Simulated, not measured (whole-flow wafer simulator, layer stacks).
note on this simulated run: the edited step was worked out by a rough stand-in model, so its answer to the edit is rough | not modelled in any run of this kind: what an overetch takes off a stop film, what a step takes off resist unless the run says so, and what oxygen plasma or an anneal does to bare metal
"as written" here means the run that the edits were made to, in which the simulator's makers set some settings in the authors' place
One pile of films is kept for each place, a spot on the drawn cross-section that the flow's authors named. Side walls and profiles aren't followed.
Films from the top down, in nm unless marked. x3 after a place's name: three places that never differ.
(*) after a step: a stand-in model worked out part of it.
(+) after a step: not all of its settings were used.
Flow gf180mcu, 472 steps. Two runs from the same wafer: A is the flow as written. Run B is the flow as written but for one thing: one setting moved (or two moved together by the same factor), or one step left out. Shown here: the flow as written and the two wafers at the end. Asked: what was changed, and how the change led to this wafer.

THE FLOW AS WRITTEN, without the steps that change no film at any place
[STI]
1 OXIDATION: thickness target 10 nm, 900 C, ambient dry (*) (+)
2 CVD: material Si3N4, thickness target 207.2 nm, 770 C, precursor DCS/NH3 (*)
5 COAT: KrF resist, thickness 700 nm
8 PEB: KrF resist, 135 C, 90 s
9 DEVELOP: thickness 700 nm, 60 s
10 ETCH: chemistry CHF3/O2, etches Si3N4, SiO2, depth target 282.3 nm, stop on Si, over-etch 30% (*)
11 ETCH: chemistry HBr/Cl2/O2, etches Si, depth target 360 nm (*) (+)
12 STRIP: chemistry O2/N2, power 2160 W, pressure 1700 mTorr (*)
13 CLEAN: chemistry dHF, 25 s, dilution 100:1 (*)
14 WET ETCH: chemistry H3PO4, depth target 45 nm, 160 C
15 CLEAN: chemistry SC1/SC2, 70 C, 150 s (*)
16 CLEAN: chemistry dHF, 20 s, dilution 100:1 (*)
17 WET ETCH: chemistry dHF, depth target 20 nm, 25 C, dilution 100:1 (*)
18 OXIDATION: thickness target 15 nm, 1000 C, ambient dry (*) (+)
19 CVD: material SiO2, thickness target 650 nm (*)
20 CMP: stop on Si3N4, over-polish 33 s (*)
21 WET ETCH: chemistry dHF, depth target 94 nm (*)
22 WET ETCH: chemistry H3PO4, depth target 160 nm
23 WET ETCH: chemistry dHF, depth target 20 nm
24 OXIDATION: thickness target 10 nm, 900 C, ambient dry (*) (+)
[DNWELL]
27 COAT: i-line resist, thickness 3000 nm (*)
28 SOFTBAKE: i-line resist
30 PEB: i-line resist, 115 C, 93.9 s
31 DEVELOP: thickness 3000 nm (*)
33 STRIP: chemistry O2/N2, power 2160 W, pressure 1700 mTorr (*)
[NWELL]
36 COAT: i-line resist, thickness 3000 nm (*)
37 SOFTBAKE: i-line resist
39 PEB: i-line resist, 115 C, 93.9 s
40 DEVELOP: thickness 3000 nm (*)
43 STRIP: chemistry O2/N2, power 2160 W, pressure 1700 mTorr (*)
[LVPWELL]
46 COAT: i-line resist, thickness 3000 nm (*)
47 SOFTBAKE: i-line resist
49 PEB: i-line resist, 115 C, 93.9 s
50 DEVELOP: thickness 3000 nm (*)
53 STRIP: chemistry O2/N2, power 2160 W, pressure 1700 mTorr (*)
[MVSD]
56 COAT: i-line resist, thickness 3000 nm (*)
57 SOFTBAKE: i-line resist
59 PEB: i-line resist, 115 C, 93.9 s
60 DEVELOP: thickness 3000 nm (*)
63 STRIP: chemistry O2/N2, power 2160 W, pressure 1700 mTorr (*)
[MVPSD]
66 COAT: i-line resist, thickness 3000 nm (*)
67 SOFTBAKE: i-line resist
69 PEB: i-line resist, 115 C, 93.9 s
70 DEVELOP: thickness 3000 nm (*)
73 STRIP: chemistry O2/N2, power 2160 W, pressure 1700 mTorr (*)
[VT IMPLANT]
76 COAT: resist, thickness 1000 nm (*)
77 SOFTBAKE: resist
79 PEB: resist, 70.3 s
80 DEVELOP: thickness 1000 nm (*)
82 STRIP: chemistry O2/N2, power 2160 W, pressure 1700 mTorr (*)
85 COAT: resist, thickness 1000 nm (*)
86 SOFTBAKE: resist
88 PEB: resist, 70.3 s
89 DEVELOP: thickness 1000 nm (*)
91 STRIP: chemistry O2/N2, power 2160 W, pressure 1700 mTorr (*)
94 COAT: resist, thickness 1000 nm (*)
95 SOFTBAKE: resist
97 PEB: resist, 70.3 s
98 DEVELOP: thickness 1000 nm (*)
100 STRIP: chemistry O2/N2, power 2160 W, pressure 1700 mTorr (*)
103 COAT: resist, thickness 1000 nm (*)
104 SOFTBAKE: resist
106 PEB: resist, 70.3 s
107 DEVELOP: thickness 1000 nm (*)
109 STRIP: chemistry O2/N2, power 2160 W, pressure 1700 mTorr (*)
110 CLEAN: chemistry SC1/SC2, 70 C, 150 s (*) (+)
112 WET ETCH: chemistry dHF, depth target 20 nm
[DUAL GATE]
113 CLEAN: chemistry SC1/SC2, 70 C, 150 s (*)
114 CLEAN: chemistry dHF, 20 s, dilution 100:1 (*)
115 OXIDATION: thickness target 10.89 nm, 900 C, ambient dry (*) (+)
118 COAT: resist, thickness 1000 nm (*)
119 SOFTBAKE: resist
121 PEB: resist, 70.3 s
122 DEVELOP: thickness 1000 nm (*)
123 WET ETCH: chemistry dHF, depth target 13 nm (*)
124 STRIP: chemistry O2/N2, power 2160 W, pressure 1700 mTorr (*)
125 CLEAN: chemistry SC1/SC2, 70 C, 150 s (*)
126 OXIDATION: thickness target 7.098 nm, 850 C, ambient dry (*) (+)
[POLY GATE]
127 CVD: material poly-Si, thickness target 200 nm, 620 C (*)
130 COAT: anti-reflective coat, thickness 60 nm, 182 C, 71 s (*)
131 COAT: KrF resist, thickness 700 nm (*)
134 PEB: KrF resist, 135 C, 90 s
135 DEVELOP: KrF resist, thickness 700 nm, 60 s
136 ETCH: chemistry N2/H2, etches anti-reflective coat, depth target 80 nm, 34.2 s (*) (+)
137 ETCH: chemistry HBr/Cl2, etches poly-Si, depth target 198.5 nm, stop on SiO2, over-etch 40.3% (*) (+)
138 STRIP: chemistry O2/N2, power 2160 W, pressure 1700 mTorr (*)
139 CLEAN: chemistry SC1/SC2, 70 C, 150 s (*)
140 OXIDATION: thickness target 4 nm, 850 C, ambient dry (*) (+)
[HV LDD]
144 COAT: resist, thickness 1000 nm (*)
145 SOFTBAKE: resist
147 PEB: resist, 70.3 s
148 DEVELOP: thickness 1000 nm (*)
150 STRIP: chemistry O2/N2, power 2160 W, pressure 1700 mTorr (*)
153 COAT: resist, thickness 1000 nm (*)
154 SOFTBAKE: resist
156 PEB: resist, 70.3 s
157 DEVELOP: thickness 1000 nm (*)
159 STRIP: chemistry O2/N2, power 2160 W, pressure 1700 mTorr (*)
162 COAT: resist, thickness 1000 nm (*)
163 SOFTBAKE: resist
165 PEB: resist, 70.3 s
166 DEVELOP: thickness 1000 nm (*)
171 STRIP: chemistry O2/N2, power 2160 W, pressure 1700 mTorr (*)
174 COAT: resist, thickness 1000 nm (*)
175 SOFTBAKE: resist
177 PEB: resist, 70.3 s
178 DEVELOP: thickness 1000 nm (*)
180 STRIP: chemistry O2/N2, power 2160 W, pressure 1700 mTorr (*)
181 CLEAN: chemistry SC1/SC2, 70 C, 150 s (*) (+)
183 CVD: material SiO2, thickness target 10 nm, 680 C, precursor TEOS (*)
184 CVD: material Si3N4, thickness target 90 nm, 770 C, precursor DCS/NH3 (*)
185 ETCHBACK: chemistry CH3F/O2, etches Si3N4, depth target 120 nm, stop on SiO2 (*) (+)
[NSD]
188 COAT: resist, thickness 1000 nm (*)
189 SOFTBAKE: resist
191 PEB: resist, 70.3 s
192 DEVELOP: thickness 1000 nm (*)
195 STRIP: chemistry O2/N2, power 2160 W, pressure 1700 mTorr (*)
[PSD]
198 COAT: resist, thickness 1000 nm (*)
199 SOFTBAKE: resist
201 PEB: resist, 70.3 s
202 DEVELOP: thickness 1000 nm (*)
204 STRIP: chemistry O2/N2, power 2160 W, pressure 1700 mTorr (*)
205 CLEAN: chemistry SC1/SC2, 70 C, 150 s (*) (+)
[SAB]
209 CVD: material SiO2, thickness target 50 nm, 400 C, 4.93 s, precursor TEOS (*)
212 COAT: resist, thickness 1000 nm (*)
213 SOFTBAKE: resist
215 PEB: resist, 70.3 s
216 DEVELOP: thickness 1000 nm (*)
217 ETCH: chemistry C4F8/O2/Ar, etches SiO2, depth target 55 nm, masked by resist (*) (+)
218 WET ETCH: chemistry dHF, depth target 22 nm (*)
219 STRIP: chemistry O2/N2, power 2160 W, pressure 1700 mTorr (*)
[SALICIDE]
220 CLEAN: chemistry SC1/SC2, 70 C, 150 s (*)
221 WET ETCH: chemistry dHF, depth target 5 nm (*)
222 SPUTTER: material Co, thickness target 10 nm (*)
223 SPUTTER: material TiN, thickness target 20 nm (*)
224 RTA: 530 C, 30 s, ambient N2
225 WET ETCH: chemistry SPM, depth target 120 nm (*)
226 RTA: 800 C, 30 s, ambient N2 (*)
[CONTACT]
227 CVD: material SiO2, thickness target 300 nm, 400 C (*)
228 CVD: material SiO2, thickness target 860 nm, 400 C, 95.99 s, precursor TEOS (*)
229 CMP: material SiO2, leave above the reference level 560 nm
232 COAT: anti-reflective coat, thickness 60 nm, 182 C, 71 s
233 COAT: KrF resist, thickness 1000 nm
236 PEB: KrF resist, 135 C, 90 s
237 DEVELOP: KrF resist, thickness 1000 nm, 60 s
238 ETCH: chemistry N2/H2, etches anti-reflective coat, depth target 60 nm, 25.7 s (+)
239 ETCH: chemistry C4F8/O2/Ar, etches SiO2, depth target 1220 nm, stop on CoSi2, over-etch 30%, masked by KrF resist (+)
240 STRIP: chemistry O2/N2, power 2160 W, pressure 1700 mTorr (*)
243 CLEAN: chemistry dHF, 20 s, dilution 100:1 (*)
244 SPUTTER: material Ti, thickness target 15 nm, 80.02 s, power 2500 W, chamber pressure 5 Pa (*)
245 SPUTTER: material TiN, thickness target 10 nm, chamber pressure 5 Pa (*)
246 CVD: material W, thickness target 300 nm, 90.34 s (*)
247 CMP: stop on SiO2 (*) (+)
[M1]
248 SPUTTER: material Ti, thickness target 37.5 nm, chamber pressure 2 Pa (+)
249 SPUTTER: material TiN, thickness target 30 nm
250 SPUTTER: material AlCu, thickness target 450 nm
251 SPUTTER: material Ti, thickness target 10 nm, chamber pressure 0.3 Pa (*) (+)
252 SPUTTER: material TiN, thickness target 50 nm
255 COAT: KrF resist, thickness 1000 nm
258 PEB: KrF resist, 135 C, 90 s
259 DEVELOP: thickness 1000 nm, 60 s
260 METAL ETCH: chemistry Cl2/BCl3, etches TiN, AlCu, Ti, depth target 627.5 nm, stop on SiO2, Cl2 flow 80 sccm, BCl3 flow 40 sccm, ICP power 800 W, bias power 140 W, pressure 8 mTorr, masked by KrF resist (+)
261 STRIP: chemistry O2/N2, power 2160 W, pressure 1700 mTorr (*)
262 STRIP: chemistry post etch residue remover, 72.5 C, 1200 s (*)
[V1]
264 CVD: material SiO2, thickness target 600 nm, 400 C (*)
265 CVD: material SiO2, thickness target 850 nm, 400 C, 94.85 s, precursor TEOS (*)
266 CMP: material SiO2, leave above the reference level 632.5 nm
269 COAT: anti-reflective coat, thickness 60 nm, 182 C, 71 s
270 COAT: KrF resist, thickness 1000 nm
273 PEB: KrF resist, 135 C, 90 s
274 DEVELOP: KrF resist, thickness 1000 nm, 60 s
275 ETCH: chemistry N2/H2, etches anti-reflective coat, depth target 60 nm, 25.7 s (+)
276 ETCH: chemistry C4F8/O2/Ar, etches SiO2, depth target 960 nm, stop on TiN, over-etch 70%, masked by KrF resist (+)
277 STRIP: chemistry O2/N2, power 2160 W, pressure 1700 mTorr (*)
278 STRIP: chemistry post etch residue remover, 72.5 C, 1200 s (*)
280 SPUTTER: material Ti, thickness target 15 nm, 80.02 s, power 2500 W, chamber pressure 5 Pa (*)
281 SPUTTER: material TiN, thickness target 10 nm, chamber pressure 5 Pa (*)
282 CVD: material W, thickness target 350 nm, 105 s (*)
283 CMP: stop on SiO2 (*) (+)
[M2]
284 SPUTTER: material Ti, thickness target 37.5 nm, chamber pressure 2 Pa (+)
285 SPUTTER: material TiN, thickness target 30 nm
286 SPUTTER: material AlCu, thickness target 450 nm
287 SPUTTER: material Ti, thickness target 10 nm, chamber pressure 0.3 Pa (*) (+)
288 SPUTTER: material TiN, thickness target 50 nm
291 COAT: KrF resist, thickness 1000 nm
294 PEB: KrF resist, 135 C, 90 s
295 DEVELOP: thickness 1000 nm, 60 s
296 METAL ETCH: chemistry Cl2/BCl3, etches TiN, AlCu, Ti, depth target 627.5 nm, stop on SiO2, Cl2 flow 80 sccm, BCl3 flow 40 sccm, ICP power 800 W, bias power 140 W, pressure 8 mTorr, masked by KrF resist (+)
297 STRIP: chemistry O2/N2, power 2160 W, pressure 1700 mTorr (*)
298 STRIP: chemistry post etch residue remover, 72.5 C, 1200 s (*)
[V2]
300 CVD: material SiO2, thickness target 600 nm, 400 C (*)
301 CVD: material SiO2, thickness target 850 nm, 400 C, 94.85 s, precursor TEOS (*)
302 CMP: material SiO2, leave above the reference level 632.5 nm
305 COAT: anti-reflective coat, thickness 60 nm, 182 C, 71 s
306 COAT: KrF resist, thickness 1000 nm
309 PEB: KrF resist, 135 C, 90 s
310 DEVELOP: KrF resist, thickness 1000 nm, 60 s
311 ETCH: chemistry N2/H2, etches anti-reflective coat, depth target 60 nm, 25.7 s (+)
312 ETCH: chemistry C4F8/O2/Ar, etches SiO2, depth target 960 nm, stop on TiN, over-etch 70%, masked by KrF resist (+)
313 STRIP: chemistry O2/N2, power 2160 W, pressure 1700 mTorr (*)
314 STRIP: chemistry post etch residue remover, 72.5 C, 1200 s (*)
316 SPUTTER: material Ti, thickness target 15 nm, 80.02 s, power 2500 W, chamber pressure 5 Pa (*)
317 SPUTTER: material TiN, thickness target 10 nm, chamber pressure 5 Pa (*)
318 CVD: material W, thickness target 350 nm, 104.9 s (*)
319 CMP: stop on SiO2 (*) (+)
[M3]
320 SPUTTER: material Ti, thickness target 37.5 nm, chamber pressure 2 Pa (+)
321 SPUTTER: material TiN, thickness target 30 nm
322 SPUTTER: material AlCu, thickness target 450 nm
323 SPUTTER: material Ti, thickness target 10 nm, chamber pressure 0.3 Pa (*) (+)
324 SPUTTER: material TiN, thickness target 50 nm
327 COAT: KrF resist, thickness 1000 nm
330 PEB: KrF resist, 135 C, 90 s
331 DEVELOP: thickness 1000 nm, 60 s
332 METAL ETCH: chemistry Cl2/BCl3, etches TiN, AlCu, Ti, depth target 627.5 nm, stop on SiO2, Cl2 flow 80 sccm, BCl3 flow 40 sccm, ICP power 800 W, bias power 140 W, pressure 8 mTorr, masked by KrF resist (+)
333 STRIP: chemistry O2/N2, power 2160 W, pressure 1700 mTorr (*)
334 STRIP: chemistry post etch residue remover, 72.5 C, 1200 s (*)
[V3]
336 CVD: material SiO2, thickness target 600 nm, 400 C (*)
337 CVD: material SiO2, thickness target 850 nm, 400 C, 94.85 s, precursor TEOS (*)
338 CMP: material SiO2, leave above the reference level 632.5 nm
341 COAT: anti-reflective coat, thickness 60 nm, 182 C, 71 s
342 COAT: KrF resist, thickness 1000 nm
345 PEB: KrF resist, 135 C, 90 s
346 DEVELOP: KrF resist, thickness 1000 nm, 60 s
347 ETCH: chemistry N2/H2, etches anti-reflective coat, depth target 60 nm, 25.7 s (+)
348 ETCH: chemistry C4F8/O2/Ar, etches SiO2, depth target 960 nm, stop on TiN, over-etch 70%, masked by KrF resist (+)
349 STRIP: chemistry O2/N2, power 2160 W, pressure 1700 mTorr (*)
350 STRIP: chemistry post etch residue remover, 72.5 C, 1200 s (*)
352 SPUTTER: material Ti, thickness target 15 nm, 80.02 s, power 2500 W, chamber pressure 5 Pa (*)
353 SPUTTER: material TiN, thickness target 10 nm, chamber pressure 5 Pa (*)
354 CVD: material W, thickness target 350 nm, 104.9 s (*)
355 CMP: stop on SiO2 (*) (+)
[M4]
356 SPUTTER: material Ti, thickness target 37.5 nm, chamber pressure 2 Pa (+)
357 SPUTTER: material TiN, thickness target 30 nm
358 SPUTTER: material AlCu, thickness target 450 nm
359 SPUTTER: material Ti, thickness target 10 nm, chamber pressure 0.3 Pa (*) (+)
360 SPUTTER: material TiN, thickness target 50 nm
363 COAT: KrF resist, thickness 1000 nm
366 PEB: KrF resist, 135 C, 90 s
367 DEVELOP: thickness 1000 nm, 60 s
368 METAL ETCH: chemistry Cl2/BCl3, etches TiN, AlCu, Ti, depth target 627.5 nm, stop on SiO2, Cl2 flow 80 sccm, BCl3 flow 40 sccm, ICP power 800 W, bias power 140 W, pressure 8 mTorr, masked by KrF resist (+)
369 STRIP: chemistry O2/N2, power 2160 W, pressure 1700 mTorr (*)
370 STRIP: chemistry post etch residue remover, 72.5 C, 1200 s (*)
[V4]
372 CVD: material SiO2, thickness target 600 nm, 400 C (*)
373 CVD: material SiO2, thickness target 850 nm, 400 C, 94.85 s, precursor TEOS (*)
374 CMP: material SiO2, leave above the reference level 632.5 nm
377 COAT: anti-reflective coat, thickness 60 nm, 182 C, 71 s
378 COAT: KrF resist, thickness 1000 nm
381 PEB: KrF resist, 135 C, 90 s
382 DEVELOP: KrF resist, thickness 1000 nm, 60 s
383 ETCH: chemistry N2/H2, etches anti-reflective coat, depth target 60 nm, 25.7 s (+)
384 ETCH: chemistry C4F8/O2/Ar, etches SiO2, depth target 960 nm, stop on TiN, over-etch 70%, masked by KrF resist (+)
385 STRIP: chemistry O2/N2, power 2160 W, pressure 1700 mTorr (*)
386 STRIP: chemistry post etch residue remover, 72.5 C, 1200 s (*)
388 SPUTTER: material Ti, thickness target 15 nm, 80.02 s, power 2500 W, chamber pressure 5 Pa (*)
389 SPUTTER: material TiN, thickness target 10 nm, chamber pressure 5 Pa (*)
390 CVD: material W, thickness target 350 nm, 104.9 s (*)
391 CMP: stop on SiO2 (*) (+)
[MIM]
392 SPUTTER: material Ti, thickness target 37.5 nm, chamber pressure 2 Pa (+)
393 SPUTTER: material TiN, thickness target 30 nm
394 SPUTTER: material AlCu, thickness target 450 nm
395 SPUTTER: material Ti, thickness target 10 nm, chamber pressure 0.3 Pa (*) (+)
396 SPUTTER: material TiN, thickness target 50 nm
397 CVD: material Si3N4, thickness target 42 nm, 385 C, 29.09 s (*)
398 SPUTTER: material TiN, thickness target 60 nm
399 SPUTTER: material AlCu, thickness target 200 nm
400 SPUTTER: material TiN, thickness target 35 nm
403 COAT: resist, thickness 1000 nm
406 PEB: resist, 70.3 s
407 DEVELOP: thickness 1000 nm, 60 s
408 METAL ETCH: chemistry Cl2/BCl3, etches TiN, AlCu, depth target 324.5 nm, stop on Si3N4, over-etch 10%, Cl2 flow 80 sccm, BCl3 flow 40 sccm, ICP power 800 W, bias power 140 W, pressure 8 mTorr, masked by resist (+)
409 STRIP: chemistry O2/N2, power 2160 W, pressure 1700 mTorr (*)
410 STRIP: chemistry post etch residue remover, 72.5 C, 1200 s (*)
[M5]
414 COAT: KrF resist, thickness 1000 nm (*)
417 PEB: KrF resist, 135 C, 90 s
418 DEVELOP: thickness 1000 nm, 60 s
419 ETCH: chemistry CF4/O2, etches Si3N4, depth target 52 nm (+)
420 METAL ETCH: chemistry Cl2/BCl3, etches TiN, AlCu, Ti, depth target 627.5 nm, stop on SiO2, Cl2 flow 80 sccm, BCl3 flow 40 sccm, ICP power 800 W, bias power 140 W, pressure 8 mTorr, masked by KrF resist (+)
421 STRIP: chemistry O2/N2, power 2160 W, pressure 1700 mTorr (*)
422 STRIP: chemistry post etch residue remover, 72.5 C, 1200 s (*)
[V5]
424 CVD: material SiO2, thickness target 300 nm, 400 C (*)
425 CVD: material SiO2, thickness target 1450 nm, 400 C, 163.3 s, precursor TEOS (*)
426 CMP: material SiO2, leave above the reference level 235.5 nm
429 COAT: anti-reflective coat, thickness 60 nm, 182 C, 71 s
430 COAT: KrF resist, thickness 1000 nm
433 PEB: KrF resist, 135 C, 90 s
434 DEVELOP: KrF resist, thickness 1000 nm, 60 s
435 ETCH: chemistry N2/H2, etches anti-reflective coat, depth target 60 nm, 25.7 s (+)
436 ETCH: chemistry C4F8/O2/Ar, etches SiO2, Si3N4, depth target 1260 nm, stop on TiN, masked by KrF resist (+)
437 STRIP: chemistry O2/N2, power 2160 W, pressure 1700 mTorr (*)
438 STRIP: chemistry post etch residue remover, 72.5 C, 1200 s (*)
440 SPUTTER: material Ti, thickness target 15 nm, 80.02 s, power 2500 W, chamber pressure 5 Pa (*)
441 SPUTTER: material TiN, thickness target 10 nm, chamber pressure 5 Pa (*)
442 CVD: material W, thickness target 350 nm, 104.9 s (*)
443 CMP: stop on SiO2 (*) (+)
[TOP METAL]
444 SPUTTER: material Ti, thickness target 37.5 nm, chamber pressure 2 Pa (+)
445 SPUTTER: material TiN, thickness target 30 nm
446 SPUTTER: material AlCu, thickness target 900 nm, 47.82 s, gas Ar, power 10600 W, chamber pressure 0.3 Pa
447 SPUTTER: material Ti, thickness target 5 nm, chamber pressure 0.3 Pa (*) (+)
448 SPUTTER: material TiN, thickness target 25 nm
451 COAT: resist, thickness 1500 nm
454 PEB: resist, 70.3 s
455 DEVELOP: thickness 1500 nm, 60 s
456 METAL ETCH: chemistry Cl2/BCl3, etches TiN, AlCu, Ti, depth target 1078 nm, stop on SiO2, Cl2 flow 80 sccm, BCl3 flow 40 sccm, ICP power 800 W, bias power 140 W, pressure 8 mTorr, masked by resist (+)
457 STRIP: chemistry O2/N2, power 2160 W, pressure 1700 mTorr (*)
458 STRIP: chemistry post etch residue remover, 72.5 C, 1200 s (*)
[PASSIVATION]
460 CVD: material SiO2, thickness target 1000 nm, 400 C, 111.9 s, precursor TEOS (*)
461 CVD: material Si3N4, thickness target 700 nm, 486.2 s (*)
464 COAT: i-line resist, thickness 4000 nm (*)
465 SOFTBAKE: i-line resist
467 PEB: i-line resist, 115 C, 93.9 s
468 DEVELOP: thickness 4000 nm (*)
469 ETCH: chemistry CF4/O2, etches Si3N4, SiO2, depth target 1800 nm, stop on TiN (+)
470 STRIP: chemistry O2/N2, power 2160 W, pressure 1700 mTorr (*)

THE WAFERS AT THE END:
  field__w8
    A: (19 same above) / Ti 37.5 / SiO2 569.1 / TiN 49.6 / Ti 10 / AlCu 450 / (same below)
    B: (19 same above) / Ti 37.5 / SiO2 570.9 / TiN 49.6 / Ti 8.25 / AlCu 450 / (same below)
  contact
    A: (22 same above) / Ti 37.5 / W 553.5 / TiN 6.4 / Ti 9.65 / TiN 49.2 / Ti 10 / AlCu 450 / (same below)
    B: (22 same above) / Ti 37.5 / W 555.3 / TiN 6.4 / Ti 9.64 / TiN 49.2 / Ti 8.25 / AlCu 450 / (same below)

The cause: step 323, SPUTTER: thickness target 8.25 nm was run, where the flow has thickness target 10 nm.
It can be read off the wafer: field__w8 has Ti 8.25, and step 323 as written asks for 10 nm.

How the change led to this, step by step:
  323 SPUTTER: material Ti, thickness target 10 nm, chamber pressure 0.3 Pa (*) (+)
      field, field__w1, field__w2 and 108 more: A Ti +10 (new film) | B Ti +8.25 (new film)
  332 METAL ETCH: chemistry Cl2/BCl3, etches TiN, AlCu, Ti, depth target 627.5 nm, stop on SiO2, Cl2 flow 80 sccm, BCl3 flow 40 sccm, ICP power 800 W, bias power 140 W, pressure 8 mTorr, masked by KrF resist (+)
      field, field__w1, field__w2 and 103 more: A TiN -50 (all of it), Ti -10 (all of it), AlCu -450 (all of it), TiN -30 (all of it), Ti -37.5 (all of it) | B TiN -50 (all of it), Ti -8.25 (all of it), AlCu -450 (all of it), TiN -30 (all of it), Ti -37.5 (all of it)
